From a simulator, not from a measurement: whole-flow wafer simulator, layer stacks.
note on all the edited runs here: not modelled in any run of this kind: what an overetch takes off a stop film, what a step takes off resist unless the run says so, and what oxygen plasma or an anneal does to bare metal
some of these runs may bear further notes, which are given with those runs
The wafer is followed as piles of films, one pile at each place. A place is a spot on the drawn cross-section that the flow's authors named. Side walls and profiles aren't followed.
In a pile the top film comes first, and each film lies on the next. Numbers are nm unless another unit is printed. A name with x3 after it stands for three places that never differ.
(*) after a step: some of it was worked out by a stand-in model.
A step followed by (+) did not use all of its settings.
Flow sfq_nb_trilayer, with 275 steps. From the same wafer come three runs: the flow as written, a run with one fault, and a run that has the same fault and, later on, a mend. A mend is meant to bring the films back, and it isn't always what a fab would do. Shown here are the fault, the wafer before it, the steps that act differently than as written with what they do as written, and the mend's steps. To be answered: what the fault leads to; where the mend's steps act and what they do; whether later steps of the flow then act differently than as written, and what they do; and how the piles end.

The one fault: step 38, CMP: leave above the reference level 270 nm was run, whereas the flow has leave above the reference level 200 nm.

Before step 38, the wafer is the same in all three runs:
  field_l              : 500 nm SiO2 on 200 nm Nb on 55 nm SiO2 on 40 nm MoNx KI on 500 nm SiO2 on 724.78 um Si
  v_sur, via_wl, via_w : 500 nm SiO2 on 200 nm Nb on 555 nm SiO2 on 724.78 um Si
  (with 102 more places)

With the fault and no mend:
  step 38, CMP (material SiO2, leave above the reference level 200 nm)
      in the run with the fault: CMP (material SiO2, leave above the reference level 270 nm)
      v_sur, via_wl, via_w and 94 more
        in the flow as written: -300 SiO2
        in the run with the fault: -230 SiO2
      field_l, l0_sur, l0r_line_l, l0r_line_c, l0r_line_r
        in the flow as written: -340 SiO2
        in the run with the fault: -270 SiO2
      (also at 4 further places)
  Steps further on in the flow that do not act as written (not shown: 4 more steps that differ only slightly, by at most 2% or 0.5 nm, whichever is larger):
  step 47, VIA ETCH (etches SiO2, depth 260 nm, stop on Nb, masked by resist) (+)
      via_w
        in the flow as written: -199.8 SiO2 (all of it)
        in the run with the fault: -260 SiO2
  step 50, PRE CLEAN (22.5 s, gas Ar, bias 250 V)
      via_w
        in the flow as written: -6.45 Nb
        in the run with the fault: -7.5 SiO2
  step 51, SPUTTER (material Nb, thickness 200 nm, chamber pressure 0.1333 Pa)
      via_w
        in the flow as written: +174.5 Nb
        in the run with the fault: +163.1 Nb (new film)
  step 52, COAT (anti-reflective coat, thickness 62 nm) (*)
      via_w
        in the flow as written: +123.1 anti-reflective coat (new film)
        in the run with the fault: +136.1 anti-reflective coat (new film)
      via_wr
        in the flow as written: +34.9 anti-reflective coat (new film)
        in the run with the fault: +33.2 anti-reflective coat (new film)
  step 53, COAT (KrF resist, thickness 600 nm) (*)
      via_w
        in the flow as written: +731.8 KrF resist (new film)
        in the run with the fault: +781.6 KrF resist (new film)
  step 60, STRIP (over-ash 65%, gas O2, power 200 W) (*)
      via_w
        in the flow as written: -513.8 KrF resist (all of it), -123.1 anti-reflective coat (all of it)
        in the run with the fault: -563.6 KrF resist (all of it), -136.1 anti-reflective coat (all of it)
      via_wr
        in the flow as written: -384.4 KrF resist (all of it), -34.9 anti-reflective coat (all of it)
        in the run with the fault: -378.6 KrF resist (all of it), -33.2 anti-reflective coat (all of it)
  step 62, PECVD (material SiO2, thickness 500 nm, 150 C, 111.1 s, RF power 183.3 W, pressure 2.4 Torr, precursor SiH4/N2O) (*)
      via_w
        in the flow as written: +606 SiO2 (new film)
        in the run with the fault: +678.7 SiO2 (new film)
  At field_l, v_sur, via_wl and 103 more, the piles at the end differ from the flow's by more than 2% or 0.5 nm, whichever is larger.
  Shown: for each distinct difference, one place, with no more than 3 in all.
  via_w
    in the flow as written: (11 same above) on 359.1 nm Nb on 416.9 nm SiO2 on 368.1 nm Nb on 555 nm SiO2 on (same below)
    in the run with the fault: (11 same above) on 359.1 nm Nb on 489.6 nm SiO2 on 163.1 nm Nb on 2.35 nm SiO2 on 200 nm Nb on 555 nm SiO2 on (same below)
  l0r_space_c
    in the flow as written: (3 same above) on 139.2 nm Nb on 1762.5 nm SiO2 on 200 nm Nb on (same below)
    in the run with the fault: (3 same above) on 139.2 nm Nb on 1832.5 nm SiO2 on 200 nm Nb on (same below)
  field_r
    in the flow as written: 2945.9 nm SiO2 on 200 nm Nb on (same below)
    in the run with the fault: 3015.9 nm SiO2 on 200 nm Nb on (same below)

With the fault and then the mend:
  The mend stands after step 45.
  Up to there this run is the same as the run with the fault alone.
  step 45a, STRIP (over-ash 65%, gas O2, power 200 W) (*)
      field_l, v_sur, via_wl and 102 more
        -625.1 KrF resist (all of it), -62 anti-reflective coat (all of it)
      via_w
        -62 anti-reflective coat (all of it)
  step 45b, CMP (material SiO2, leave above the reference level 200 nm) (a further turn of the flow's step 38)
      field_l, v_sur, via_wl and 103 more
        -70 SiO2
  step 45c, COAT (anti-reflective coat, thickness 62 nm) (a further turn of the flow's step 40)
      field_l, v_sur, via_wl and 103 more
        +62 anti-reflective coat (new film)
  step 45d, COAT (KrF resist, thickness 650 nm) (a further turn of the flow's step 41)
      field_l, v_sur, via_wl and 103 more
        +650 KrF resist (new film)
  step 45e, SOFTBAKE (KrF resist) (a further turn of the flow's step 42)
      leaves every film unchanged at each place that is followed
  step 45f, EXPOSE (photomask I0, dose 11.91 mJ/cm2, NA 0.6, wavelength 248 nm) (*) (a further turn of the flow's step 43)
      leaves every film unchanged at each place that is followed
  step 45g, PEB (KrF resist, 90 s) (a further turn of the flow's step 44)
      field_l, v_sur, via_wl and 103 more
        -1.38 KrF resist
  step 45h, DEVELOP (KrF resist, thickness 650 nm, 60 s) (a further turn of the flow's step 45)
      field_l, v_sur, via_wl and 102 more
        -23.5 KrF resist
      via_w
        -648.6 KrF resist (all of it)
  Later steps of the flow that are run all act as written at every place that is followed.
  At every place that both follow, the piles at the end match the flow's.
